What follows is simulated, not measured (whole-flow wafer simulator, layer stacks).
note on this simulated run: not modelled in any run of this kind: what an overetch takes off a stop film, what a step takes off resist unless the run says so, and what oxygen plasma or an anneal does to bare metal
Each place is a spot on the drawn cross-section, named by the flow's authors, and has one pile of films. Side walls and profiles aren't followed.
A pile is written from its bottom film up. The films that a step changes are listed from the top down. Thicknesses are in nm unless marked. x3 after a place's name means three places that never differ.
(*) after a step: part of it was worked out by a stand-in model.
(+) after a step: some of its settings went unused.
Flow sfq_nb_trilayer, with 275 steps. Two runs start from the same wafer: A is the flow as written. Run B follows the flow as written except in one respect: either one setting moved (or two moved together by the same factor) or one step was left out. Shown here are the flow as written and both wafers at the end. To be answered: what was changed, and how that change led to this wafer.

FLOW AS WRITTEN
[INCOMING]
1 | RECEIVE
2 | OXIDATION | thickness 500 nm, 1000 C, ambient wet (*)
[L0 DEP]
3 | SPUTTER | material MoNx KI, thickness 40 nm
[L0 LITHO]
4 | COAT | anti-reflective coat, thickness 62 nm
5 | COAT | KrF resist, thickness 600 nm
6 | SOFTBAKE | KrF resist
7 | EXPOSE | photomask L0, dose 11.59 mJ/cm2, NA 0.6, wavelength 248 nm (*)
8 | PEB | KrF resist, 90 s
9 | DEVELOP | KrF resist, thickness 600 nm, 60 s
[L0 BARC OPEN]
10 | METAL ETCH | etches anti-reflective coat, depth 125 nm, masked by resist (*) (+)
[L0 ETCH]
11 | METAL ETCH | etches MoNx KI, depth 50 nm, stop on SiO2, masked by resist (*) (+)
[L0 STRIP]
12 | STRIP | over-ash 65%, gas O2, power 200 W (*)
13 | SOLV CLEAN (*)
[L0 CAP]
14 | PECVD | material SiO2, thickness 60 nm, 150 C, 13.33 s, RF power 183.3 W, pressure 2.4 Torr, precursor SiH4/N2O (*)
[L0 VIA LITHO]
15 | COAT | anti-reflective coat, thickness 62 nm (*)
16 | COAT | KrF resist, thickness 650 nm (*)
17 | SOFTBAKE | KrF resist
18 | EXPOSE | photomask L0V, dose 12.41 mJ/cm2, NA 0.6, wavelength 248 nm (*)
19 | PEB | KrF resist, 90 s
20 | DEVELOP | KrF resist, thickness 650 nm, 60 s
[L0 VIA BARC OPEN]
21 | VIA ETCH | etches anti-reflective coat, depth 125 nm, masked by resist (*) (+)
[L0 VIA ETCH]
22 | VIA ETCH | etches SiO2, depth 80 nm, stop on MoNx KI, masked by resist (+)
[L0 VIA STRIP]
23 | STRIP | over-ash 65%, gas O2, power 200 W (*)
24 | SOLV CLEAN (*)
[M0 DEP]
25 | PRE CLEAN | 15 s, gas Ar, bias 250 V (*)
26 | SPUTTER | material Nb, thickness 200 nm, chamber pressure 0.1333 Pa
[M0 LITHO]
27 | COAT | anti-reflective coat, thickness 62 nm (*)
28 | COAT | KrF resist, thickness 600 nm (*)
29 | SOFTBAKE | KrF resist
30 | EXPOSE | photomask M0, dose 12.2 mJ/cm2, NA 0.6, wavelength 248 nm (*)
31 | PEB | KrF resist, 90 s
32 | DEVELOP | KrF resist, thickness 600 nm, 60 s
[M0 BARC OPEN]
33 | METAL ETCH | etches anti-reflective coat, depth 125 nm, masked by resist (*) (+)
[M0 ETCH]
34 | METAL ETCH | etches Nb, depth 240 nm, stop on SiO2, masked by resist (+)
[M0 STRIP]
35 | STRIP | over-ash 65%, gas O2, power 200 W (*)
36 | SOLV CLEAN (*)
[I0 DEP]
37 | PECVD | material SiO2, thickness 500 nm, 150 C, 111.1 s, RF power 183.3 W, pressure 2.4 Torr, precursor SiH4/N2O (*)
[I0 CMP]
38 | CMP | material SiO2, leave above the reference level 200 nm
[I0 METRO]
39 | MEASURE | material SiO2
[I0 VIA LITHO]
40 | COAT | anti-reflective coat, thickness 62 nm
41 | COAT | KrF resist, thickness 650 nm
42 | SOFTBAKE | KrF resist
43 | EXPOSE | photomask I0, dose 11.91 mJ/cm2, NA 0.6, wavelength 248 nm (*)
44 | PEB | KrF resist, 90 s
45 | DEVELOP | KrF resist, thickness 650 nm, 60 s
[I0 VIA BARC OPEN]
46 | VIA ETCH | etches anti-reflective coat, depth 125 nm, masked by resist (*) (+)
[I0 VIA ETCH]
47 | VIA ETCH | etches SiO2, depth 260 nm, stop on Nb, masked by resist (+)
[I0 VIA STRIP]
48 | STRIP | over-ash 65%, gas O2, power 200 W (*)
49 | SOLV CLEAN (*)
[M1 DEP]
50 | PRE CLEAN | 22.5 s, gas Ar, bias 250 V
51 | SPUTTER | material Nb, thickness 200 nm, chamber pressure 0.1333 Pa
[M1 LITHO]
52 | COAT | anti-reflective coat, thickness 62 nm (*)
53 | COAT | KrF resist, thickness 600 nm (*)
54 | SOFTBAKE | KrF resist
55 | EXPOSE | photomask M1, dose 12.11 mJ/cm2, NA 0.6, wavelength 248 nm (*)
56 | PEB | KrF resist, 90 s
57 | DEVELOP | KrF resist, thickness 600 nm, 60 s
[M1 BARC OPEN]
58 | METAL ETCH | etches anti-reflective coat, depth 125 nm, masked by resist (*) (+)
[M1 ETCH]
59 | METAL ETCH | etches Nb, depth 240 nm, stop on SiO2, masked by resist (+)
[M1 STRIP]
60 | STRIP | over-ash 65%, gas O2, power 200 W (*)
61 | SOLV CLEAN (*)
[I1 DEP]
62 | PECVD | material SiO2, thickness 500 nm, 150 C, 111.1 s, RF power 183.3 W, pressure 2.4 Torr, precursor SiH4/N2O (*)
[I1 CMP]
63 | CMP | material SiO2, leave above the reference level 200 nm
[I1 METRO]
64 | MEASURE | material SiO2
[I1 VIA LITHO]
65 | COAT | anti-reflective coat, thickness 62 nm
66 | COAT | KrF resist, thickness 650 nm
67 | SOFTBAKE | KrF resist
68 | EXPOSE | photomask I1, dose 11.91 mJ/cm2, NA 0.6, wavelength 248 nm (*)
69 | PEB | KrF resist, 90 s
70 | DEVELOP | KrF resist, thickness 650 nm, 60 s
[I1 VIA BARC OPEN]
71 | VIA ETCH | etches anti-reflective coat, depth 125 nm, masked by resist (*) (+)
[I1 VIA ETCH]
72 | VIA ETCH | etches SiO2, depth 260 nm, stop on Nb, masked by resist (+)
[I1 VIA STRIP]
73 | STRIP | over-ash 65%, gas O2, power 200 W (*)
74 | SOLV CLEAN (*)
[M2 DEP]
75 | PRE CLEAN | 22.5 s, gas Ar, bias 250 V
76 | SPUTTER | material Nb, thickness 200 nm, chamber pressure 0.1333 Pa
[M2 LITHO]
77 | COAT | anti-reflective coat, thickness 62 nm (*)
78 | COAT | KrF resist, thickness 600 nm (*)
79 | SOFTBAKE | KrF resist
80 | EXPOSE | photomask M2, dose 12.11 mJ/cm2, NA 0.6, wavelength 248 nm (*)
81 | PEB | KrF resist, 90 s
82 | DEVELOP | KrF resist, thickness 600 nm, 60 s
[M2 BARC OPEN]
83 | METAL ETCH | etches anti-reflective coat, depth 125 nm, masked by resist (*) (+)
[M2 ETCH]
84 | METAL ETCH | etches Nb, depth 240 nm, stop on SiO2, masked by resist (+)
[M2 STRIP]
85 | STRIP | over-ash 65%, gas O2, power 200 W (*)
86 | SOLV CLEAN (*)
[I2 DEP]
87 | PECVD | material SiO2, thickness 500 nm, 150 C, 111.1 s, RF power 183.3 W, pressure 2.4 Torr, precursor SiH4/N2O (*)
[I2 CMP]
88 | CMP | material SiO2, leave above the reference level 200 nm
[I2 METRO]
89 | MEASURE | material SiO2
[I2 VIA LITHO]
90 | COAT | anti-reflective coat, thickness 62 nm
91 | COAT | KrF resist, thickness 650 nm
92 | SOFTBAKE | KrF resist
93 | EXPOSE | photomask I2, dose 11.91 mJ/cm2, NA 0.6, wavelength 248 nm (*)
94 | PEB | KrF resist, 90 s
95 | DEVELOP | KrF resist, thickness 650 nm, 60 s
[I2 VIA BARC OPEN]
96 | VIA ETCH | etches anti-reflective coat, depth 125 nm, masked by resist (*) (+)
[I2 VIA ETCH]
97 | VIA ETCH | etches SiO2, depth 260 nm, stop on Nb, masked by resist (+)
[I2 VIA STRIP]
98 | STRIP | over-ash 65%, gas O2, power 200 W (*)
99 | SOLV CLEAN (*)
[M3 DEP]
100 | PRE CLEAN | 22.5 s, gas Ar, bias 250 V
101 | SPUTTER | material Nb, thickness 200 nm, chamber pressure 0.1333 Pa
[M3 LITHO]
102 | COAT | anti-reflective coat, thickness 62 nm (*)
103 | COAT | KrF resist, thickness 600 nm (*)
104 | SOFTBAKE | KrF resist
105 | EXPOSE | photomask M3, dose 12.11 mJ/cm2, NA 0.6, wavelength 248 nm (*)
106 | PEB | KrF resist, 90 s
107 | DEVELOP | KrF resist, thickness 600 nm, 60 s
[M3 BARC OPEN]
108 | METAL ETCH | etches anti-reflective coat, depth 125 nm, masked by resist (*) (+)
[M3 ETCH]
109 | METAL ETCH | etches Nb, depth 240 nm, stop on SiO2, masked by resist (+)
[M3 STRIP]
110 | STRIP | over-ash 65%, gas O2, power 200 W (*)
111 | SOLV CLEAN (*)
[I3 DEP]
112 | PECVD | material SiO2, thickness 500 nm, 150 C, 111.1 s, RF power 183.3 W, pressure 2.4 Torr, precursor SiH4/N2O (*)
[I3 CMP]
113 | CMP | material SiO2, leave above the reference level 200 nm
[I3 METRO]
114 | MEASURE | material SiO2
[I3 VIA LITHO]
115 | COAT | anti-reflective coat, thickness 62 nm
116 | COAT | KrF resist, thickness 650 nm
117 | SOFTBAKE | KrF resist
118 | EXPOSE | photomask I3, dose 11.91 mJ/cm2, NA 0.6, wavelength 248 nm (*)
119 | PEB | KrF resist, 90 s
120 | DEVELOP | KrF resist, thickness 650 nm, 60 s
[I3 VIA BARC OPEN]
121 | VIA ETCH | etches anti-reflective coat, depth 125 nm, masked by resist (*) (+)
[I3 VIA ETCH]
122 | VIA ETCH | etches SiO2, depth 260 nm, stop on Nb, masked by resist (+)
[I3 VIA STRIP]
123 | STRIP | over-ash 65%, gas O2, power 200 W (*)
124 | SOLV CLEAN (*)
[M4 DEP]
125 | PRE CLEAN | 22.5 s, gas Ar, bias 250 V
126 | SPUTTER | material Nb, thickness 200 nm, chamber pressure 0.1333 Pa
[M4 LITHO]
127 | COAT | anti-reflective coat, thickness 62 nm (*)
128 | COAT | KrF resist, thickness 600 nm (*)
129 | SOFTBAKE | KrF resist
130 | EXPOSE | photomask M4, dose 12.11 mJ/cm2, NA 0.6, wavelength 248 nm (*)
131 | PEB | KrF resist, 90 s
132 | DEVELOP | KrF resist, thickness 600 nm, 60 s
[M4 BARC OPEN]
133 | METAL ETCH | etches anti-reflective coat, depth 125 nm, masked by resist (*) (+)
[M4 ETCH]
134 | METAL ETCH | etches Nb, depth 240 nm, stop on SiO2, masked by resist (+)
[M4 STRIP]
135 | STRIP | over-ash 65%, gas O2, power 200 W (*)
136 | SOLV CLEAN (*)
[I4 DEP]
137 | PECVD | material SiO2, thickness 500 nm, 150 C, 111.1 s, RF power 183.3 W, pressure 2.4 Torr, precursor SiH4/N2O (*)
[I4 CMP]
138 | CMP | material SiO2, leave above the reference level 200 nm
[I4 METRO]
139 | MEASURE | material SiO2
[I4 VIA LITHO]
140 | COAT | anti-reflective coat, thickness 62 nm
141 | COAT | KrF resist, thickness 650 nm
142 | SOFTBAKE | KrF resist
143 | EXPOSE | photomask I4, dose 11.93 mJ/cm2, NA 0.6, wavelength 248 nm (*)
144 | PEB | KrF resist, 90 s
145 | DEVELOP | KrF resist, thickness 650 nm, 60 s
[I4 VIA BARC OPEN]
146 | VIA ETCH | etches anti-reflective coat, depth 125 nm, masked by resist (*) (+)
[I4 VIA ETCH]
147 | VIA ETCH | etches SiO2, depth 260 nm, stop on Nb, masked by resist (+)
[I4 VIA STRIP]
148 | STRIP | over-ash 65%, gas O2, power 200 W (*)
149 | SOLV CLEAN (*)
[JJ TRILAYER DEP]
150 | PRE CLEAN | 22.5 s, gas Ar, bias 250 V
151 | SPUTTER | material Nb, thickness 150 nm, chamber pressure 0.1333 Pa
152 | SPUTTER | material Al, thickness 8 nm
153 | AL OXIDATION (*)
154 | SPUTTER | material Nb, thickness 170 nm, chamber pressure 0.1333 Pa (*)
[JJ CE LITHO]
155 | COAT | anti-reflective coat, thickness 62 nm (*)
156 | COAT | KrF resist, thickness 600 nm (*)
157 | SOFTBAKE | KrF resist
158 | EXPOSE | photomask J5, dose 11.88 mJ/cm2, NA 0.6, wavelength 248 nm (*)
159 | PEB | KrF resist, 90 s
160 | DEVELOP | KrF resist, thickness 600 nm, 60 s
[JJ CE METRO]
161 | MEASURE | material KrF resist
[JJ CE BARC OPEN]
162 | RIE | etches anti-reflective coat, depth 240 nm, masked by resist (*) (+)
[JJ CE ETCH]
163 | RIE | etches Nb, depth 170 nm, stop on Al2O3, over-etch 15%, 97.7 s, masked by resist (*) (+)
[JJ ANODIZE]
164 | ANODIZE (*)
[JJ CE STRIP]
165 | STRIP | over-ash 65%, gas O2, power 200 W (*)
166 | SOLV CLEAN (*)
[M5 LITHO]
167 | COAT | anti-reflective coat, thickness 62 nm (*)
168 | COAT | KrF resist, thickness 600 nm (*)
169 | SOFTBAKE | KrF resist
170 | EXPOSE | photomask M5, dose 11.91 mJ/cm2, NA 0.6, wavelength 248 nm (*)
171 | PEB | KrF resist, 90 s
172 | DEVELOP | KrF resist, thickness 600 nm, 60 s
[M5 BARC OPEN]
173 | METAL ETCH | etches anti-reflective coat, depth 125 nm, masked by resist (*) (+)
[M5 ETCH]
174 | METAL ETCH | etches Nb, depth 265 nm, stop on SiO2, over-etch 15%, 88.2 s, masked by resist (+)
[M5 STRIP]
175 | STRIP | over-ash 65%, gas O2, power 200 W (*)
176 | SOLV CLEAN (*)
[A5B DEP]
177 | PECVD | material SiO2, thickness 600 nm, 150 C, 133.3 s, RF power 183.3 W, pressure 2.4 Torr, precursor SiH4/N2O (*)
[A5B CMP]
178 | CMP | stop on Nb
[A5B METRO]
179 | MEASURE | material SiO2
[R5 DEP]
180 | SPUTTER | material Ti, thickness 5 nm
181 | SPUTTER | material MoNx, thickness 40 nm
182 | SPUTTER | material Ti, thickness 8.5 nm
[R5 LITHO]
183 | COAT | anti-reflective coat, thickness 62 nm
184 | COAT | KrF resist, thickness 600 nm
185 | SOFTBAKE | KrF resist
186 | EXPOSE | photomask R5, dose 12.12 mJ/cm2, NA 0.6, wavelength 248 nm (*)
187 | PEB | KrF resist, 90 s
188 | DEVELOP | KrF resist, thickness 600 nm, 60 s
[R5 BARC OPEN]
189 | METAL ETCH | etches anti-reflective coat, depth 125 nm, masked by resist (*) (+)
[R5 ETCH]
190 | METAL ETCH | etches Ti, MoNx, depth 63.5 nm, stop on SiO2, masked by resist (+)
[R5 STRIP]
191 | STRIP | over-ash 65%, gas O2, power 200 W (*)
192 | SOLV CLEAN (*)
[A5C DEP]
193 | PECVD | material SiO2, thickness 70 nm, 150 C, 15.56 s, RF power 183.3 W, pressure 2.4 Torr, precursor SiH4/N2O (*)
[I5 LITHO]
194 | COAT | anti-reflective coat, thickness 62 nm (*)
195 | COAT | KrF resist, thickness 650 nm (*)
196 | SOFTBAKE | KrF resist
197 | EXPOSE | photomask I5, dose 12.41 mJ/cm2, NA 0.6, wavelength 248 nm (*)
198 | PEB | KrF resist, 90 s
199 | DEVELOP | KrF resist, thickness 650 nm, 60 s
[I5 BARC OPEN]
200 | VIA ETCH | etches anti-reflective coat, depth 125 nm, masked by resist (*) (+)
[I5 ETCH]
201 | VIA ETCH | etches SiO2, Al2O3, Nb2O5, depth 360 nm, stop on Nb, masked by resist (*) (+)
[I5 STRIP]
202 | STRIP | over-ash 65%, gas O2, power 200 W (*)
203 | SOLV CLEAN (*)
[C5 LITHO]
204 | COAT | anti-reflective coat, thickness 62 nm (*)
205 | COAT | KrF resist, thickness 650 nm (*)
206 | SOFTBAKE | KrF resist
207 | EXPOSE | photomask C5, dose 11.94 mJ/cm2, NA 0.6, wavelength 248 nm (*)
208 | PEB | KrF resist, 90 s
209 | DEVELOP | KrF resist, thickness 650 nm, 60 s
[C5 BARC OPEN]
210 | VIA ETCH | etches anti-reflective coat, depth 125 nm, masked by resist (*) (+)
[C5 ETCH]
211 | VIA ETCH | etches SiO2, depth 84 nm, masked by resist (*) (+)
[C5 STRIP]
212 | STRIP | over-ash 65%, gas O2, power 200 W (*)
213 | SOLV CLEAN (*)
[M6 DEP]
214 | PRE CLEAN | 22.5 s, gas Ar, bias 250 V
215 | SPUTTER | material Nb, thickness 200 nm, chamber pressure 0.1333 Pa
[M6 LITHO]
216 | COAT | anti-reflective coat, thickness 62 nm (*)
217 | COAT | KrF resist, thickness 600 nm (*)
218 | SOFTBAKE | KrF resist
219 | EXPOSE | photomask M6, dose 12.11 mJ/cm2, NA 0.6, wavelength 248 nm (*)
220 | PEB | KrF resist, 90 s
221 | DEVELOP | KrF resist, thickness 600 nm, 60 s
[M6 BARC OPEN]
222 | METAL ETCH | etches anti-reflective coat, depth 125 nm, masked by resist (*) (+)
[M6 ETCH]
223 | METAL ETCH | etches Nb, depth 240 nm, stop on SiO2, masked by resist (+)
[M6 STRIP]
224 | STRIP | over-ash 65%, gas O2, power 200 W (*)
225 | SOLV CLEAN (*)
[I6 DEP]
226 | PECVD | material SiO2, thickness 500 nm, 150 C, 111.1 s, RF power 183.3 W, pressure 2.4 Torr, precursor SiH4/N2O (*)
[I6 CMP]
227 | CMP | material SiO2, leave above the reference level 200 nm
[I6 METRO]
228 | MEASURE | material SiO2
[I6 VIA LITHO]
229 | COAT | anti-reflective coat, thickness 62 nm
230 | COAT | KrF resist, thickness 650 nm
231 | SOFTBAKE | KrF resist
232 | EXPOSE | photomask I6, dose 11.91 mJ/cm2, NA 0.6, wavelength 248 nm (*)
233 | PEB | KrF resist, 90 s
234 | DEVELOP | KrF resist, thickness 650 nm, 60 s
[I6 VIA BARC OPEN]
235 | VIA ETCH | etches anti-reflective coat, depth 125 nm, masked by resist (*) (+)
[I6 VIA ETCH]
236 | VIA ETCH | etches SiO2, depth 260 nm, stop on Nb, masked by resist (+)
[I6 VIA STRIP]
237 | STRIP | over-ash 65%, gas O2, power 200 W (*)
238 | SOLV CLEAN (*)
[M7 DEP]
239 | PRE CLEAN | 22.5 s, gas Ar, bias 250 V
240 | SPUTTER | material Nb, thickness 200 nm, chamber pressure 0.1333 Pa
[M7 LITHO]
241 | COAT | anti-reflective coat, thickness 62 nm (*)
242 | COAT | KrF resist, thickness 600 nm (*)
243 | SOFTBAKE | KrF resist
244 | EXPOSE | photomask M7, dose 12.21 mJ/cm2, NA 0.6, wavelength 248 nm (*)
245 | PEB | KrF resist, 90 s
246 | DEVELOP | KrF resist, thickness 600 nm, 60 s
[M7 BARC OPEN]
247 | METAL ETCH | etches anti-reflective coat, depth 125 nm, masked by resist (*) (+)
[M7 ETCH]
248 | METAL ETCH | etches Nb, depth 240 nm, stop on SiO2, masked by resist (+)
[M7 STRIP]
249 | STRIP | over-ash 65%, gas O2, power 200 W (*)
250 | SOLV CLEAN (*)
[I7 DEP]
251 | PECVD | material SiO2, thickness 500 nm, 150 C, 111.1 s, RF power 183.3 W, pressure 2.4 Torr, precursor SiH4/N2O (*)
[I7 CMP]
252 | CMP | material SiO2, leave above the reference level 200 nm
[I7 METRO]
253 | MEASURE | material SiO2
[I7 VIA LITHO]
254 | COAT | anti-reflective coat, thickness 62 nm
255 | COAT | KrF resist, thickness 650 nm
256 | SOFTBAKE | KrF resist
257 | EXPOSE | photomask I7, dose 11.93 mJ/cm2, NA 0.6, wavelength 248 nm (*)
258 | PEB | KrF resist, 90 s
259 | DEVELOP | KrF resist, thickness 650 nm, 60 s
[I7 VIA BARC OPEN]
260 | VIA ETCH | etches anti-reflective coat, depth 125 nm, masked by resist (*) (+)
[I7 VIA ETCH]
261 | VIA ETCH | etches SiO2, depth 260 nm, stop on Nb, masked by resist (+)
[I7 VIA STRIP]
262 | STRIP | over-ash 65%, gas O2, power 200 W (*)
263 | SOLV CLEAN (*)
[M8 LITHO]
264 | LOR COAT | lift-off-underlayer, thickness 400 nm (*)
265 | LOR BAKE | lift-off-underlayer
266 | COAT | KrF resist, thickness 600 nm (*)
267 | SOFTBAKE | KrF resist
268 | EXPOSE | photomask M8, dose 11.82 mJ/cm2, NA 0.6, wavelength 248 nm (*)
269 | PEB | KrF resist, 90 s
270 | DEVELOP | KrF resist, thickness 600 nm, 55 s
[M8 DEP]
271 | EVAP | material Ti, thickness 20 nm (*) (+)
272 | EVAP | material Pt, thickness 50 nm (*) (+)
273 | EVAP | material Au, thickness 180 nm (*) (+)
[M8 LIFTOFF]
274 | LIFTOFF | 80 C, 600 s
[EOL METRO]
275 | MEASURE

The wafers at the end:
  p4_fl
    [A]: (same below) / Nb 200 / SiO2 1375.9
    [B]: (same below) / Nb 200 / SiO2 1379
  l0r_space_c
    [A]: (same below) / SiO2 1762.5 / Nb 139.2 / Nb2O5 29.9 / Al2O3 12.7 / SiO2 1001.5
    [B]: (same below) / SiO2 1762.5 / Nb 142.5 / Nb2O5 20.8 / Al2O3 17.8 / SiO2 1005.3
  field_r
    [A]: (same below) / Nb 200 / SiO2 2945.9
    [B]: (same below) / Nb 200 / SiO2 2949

The reason: step 152, SPUTTER: thickness 11.1 nm was run, though the flow has thickness 8 nm.

The path from the change to this, step by step:
  152 | SPUTTER | material Al, thickness 8 nm
      field_l, v_sur, via_sp and 100 more: A Al gains 8 (new film) | B Al gains 11.1 (new film)
      via_wl, via_wr: A Al gains 5.14 (new film) | B Al gains 7.13 (new film)
      (also at 1 further place)
  164 | ANODIZE (*)
      field_l, v_sur, via_sp and 96 more: A Al2O3 gains 12.2, Nb2O5 gains 29.9 (new film), Al loses 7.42 (all of it), Nb loses 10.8 | B Al2O3 gains 17.4, Nb2O5 gains 20.8 (new film), Al loses 10.5 (all of it), Nb loses 7.49
      via_wl, via_wr: A Al2O3 gains 7.52 (new film), Nb2O5 gains 39.2 (new film), Al loses 4.56 (all of it), Nb loses 14.1 | B Al2O3 gains 10.8 (new film), Nb2O5 gains 33.3 (new film), Al loses 6.55 (all of it), Nb loses 12
      (also at 1 further place)
  167 | COAT | anti-reflective coat, thickness 62 nm (*)
      ce_l: A anti-reflective coat gains 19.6 (new film) | B anti-reflective coat gains 18.5 (new film)
  174 | METAL ETCH | etches Nb, depth 265 nm, stop on SiO2, over-etch 15%, 88.2 s, masked by resist (+)
      field_l, r_sur, res and 50 more: A Al2O3 loses 12.6 (all of it), Nb2O5 loses 29.9 (all of it), Nb loses 139.2 (all of it), SiO2 loses 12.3 | B Al2O3 loses 17.7 (all of it), Nb2O5 loses 20.8 (all of it), Nb loses 142.5 (all of it), SiO2 loses 12.4
  175 | STRIP | over-ash 65%, gas O2, power 200 W (*)
      ce_l: A KrF resist loses 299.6 (all of it), anti-reflective coat loses 19.6 (all of it) | B KrF resist loses 298 (all of it), anti-reflective coat loses 18.5 (all of it)
  201 | VIA ETCH | etches SiO2, Al2O3, Nb2O5, depth 360 nm, stop on Nb, masked by resist (*) (+)
      be: A SiO2 loses 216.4 (all of it), Al2O3 loses 12.7 (all of it), Nb2O5 loses 29.9 (all of it) | B SiO2 loses 220.2 (all of it), Al2O3 loses 17.8 (all of it), Nb2O5 loses 20.8 (all of it)
